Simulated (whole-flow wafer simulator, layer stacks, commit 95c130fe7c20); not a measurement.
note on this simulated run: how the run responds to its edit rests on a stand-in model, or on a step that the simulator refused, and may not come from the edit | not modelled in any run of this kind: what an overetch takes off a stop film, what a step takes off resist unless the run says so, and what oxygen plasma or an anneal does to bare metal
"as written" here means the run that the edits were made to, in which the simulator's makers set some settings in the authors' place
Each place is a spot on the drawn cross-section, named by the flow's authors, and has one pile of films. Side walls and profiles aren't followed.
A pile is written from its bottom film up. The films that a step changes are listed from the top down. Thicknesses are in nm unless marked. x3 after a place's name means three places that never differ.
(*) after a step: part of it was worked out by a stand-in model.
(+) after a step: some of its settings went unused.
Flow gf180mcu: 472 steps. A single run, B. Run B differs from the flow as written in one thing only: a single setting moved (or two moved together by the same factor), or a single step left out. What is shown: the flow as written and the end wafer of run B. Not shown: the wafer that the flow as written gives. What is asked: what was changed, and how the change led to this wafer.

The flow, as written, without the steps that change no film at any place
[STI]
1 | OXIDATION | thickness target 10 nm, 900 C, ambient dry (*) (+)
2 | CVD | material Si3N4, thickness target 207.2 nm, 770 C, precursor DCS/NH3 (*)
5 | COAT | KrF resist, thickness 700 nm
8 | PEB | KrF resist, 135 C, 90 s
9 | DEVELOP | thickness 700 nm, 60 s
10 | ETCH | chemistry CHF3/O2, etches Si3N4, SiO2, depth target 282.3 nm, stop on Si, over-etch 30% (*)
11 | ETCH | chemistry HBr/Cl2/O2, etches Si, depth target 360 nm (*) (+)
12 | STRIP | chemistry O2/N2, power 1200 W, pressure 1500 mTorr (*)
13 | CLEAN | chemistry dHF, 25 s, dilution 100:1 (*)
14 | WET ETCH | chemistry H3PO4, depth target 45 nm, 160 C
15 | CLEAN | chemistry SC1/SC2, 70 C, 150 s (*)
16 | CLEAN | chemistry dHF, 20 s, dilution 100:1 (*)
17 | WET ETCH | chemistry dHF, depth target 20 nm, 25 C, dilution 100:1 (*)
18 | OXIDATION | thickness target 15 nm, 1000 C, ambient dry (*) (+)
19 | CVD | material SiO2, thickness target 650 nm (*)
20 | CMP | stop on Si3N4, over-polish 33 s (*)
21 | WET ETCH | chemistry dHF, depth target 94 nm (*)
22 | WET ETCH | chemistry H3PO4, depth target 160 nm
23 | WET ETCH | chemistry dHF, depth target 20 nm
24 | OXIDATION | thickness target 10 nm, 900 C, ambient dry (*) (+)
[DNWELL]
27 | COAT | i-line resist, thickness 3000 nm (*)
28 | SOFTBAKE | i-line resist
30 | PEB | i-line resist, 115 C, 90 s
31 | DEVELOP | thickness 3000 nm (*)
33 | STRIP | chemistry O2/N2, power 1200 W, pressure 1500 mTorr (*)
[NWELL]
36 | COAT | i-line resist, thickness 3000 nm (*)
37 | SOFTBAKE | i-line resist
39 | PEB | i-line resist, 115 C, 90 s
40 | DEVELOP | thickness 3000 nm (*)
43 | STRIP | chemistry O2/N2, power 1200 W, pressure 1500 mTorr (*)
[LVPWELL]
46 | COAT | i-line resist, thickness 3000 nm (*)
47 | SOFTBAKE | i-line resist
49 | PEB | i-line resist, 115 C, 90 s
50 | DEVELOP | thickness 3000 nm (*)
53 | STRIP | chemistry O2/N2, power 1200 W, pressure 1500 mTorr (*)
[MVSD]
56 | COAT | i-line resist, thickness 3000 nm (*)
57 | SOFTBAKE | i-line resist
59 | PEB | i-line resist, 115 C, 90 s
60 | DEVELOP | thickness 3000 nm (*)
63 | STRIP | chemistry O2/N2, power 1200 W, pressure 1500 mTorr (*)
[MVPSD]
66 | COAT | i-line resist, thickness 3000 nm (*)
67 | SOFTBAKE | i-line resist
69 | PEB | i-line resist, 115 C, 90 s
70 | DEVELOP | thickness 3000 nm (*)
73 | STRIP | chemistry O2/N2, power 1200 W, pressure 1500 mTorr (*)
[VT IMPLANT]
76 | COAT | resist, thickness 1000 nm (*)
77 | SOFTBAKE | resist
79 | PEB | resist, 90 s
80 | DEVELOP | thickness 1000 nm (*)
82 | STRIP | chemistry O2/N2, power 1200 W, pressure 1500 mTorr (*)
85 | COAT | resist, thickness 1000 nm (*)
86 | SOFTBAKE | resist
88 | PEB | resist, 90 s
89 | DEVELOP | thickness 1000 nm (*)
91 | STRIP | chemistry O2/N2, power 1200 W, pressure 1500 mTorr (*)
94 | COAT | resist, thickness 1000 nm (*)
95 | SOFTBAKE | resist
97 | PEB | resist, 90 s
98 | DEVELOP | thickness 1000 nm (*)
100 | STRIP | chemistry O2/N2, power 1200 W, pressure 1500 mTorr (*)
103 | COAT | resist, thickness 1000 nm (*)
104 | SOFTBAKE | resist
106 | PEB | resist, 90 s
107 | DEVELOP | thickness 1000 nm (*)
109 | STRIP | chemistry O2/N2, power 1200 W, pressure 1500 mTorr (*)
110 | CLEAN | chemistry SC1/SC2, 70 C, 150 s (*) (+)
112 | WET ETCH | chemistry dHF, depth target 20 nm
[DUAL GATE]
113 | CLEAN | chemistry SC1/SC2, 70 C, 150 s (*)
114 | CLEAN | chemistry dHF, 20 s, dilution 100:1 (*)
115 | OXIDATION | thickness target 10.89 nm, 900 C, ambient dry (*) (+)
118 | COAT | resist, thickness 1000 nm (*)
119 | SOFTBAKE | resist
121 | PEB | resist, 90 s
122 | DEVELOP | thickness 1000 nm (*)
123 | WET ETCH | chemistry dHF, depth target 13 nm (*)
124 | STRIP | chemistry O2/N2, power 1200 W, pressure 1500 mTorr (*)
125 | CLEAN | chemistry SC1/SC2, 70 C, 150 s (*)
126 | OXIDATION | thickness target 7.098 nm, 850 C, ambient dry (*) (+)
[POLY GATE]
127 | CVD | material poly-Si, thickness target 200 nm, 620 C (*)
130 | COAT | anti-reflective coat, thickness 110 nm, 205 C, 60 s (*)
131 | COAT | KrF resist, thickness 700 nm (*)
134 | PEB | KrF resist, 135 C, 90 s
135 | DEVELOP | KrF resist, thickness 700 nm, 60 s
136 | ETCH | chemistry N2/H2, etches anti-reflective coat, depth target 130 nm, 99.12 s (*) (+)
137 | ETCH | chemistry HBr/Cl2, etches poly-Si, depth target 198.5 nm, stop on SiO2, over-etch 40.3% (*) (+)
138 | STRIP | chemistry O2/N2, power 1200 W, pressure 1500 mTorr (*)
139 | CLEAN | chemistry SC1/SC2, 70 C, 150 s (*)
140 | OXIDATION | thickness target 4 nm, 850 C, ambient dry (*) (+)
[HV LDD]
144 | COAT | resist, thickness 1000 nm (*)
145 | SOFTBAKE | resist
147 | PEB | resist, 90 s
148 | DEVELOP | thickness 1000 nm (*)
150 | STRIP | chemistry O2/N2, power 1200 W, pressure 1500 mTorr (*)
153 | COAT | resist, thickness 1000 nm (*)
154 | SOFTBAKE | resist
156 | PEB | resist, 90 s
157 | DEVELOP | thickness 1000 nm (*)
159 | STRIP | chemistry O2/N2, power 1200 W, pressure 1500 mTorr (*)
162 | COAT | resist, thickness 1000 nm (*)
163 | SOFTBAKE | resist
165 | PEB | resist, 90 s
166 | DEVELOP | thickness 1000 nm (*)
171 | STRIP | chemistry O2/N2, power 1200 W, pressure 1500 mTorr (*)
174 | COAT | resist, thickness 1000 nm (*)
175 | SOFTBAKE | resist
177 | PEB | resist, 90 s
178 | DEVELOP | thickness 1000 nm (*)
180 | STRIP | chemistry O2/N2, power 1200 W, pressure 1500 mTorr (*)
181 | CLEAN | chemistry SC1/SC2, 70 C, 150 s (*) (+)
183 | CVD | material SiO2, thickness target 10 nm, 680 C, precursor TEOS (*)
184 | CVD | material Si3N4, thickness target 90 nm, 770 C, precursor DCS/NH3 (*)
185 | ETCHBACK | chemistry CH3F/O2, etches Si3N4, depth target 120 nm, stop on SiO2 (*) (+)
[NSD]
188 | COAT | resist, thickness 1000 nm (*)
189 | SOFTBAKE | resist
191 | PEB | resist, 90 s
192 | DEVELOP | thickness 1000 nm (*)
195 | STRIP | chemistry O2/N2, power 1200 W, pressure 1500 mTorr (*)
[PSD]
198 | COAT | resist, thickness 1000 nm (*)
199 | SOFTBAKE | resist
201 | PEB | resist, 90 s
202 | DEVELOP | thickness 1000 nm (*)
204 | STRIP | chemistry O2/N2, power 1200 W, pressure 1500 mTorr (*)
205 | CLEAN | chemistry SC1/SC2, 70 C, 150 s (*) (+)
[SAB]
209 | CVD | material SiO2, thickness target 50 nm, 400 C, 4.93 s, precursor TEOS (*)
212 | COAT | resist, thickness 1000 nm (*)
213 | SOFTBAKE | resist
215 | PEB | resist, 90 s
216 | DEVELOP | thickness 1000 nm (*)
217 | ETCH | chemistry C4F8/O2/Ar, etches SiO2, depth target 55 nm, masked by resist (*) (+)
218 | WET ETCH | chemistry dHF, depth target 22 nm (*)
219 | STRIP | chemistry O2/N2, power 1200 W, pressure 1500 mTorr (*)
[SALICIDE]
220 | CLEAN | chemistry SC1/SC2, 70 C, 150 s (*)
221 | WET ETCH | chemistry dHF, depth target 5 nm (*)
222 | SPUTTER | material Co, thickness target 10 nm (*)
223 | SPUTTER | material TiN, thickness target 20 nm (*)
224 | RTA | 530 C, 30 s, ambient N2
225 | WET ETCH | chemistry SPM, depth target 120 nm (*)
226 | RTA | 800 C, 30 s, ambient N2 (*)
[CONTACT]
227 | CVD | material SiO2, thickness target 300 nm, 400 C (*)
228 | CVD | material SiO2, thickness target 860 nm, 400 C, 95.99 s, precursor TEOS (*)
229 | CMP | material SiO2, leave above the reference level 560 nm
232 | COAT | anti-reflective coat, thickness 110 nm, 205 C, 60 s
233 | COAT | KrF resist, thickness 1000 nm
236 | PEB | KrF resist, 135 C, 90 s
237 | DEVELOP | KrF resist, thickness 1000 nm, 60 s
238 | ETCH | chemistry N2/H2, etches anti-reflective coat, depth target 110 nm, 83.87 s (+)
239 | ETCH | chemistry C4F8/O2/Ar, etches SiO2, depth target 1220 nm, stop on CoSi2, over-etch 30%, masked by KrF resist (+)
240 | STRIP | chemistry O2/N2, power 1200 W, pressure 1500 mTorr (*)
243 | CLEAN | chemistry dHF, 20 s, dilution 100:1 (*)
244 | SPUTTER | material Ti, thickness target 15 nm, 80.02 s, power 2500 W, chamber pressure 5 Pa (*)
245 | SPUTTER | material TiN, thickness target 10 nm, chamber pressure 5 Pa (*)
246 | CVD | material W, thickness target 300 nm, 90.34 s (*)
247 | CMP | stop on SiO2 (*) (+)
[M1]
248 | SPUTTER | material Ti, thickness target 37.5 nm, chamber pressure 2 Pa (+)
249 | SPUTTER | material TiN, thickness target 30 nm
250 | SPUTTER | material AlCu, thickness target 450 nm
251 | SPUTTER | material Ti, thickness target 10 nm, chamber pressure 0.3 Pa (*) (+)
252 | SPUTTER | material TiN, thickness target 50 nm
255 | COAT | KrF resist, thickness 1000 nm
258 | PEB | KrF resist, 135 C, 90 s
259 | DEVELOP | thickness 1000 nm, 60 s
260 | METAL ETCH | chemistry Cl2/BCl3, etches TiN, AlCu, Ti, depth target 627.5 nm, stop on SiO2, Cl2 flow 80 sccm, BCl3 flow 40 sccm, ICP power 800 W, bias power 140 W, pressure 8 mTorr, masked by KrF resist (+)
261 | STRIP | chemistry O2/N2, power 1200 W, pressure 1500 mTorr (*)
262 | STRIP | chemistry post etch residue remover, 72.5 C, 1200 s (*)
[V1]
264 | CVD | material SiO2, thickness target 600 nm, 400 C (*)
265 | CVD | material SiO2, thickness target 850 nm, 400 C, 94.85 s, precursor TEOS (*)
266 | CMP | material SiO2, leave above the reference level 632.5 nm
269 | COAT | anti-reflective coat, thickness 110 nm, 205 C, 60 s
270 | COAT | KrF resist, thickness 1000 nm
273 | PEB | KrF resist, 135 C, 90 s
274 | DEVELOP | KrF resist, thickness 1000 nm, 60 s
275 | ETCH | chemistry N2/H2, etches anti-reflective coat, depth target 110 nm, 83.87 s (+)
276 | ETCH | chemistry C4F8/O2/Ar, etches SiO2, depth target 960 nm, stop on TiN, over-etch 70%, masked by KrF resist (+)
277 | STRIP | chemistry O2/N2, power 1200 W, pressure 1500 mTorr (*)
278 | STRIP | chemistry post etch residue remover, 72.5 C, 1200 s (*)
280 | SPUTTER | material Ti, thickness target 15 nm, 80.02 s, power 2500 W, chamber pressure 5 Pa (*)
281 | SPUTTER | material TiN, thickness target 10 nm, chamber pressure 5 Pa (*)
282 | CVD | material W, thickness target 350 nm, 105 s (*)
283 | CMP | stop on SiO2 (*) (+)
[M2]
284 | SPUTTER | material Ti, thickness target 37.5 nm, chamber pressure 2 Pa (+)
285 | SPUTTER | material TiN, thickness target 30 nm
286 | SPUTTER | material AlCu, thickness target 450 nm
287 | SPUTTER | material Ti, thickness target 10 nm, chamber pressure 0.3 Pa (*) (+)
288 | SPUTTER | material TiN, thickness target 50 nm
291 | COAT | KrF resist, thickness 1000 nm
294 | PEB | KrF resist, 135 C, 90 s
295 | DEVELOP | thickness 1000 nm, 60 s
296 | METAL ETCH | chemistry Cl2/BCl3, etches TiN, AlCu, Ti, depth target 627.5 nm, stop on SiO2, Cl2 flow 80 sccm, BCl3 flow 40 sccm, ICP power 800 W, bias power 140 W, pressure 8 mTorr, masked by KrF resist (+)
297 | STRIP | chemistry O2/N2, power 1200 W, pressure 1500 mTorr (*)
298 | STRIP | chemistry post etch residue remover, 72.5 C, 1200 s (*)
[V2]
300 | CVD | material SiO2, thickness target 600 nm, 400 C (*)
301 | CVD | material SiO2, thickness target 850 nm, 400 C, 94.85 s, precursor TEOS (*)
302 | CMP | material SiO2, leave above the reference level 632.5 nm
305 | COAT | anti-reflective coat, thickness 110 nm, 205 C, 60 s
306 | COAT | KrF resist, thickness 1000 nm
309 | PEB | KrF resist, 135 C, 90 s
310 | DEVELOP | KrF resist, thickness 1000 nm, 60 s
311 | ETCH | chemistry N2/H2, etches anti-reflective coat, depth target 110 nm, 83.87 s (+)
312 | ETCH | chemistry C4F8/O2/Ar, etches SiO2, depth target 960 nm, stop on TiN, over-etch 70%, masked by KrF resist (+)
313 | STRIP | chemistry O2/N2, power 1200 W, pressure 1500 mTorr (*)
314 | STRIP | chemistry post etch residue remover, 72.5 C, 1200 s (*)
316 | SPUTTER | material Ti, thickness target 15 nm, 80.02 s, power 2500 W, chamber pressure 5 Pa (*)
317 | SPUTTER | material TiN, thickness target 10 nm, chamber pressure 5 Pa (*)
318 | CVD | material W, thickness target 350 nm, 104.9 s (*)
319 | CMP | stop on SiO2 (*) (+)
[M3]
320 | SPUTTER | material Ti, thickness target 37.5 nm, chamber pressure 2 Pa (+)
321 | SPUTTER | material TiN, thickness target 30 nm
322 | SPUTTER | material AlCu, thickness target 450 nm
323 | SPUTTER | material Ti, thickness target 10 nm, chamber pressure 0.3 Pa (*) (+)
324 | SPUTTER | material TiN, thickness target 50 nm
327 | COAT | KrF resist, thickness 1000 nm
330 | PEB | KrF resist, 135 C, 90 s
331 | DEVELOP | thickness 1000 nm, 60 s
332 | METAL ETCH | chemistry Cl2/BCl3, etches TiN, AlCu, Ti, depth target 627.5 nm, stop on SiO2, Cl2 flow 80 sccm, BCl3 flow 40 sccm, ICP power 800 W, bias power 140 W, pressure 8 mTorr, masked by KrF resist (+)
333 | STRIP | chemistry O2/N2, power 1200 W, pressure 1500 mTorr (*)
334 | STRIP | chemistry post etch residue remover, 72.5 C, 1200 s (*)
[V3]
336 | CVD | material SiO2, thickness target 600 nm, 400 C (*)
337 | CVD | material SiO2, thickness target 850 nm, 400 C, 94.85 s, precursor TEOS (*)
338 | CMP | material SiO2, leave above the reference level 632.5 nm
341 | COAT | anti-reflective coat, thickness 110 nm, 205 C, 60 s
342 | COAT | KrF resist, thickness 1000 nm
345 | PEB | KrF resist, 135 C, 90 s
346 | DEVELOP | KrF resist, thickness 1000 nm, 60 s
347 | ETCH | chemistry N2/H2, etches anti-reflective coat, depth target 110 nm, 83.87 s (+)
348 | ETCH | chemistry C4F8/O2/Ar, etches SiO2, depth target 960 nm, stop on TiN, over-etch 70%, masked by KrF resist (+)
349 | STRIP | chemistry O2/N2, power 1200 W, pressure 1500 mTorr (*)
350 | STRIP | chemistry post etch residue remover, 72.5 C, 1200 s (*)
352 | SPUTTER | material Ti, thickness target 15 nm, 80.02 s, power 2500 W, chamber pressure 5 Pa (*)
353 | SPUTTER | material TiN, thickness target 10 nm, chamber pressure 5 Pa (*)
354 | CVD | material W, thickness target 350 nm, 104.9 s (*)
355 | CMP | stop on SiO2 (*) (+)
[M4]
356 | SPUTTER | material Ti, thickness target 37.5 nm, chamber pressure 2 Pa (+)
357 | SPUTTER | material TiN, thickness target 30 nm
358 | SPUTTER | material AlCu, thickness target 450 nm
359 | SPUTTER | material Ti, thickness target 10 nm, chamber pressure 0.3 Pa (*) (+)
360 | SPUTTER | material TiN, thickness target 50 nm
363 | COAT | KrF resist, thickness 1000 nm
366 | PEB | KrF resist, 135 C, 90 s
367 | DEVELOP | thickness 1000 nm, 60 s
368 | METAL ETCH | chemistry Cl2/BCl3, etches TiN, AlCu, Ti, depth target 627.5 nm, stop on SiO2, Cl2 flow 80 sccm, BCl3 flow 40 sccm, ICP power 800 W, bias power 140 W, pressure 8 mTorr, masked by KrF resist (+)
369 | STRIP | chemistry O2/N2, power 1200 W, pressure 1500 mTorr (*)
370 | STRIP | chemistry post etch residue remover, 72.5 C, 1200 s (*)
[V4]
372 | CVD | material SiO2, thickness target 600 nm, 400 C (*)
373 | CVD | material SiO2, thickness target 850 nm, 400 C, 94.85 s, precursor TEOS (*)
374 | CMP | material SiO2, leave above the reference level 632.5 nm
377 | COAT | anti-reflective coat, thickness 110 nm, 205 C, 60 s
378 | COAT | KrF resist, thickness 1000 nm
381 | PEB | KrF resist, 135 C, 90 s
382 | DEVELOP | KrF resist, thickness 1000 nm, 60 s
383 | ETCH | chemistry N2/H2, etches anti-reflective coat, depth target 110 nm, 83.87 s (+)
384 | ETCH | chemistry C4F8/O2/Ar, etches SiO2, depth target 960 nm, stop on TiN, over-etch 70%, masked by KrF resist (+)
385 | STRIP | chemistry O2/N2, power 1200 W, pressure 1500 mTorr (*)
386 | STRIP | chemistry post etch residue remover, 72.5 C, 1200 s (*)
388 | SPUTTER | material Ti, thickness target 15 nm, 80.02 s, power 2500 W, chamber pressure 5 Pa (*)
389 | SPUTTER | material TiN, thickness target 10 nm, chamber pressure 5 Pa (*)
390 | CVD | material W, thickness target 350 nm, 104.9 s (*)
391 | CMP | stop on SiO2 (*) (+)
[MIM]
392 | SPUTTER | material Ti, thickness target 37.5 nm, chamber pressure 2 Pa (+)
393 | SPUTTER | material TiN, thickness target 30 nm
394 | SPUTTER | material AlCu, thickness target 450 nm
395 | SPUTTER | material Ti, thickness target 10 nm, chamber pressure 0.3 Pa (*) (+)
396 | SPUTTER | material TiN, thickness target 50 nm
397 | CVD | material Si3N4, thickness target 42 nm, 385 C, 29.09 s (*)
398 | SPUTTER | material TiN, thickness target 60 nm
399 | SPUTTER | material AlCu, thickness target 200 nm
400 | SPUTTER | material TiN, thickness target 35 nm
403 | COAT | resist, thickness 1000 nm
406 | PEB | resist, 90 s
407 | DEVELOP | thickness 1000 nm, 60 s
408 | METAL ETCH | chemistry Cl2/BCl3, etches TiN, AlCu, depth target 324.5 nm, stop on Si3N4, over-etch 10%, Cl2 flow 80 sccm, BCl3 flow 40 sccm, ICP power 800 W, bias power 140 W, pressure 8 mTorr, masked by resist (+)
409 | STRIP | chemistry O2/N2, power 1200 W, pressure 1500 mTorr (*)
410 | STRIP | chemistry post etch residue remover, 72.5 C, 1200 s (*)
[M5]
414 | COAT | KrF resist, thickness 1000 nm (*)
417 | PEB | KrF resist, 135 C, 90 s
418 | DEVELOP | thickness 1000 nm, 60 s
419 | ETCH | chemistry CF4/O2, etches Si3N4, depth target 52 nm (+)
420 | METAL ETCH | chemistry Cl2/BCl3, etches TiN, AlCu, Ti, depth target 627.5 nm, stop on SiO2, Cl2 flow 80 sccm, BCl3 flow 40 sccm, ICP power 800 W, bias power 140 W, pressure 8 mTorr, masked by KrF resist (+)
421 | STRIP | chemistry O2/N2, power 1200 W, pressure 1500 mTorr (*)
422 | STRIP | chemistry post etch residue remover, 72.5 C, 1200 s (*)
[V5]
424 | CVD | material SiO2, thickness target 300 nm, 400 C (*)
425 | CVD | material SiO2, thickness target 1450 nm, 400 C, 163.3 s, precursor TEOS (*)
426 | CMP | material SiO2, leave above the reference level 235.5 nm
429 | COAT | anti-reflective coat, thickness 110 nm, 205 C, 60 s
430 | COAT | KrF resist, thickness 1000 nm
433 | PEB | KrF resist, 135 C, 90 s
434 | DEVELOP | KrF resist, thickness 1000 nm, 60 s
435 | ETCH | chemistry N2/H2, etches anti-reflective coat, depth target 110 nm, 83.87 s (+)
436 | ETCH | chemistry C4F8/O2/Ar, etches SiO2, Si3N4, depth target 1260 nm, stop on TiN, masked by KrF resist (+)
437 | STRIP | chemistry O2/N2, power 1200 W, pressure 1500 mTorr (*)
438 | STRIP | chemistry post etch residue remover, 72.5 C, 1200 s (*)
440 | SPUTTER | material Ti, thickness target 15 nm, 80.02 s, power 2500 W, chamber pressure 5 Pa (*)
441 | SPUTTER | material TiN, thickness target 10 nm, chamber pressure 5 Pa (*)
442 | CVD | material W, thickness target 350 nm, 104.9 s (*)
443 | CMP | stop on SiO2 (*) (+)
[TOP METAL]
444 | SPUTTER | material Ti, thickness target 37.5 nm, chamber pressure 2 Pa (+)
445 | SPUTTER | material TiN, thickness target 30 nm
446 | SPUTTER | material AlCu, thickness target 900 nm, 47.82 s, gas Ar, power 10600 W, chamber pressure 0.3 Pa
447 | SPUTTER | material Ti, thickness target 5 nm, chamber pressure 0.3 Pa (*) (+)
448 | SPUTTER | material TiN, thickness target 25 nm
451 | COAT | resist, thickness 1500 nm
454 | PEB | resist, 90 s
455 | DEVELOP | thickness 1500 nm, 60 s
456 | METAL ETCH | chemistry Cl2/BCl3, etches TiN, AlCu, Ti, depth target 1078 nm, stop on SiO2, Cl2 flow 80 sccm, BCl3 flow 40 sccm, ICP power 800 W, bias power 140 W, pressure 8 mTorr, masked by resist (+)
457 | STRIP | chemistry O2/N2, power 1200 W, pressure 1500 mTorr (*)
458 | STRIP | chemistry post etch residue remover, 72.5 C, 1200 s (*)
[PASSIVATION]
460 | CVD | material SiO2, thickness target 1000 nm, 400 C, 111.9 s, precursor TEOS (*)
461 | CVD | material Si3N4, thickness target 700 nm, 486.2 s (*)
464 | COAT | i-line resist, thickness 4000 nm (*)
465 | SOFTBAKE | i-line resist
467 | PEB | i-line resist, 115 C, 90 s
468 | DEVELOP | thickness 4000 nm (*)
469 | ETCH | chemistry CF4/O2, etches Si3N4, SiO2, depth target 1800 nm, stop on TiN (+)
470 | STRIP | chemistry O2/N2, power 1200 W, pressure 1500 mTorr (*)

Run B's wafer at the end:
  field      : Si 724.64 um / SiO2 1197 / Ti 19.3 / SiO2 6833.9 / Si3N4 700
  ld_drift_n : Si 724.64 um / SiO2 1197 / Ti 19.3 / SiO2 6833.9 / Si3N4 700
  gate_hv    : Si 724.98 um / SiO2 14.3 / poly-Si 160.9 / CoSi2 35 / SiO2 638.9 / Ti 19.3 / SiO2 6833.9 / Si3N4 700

What caused this: step 250, SPUTTER: thickness target 273 nm was run, whereas the flow has thickness target 450 nm; step 260, METAL ETCH: depth target 381.2 nm was run, where the flow has depth target 627.5 nm.

How this came from the change, step by step:
  250 | SPUTTER | material AlCu, thickness target 450 nm
      field, field__w1, field__w2 and 108 more: +273 AlCu (new film) (as written it would have been: +450 AlCu (new film))
  260 | METAL ETCH | chemistry Cl2/BCl3, etches TiN, AlCu, Ti, depth target 627.5 nm, stop on SiO2, Cl2 flow 80 sccm, BCl3 flow 40 sccm, ICP power 800 W, bias power 140 W, pressure 8 mTorr, masked by KrF resist (+)
      field, field__w1, field__w2 and 99 more: -50 TiN (all of it), -10 Ti (all of it), -273 AlCu (all of it), -30 TiN (all of it), -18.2 Ti (as written it would have been: -50 TiN (all of it), -10 Ti (all of it), -450 AlCu (all of it), -30 TiN (all of it), -37.5 Ti (all of it))
      field__w8, contact, m1 and 6 more: -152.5 KrF resist (as written it would have been: -251 KrF resist)
  261 | STRIP | chemistry O2/N2, power 1200 W, pressure 1500 mTorr (*)
      field__w8, contact, m1 and 6 more: -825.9 KrF resist (all of it) (as written it would have been: -727.4 KrF resist (all of it))
  264 | CVD | material SiO2, thickness target 600 nm, 400 C (*)
      field, field__w1, field__w2 and 99 more: +600 SiO2 (new film) (as written it would have been: +600 SiO2)
  266 | CMP | material SiO2, leave above the reference level 632.5 nm
      field, field__w1, field__w2 and 99 more: -496.3 SiO2 (as written it would have been: -300 SiO2)
With metal films that touch counted as one body, field has 1 body; the flow as written gives 0 bodies.
With metal films that touch counted as one body, ld_drift_n has 1 body; the flow as written gives 0 bodies.
With metal films that touch counted as one body, gate_hv has 2 bodies (between them, from the top down: SiO2 638.9); the flow as written gives 1 body.
